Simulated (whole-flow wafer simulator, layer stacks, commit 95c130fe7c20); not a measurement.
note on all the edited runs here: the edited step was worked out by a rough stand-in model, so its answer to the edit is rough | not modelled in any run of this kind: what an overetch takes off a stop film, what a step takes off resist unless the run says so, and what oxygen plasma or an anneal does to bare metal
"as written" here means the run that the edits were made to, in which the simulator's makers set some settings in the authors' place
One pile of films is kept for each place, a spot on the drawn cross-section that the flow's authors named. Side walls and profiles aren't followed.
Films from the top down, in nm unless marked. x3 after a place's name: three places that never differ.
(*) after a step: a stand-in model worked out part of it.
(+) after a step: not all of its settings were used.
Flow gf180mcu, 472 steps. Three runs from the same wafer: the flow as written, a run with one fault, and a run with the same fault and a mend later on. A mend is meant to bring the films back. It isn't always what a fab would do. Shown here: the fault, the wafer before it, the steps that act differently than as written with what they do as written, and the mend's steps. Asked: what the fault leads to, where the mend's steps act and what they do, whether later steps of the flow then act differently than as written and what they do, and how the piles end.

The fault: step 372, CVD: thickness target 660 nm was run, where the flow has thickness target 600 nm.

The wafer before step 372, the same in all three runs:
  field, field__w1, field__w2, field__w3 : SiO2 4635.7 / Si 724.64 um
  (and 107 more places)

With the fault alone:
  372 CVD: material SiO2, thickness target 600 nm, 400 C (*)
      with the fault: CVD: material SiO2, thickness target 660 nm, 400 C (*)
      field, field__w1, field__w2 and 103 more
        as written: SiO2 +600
        with the fault: SiO2 +660
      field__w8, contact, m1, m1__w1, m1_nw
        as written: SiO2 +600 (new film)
        with the fault: SiO2 +660 (new film)
  Later steps of the flow that act differently than as written:
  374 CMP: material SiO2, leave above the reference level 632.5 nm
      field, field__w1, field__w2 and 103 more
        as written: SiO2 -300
        with the fault: SiO2 -360
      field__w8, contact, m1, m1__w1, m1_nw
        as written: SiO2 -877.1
        with the fault: SiO2 -937.1
  At the end the piles are the same as the flow's at every place that both follow.

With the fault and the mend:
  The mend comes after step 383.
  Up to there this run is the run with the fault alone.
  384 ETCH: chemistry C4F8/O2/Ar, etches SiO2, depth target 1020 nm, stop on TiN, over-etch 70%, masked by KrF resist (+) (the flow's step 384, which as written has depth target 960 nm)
      field, field__w1, field__w2 and 107 more
        KrF resist -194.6
      contact
        SiO2 -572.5 (all of it)
  No later step of the flow acts differently than as written, at any place that is followed, by more than 2% or 0.5 nm, whichever is larger.
  At the end the piles are the same as the flow's at every place that both follow.
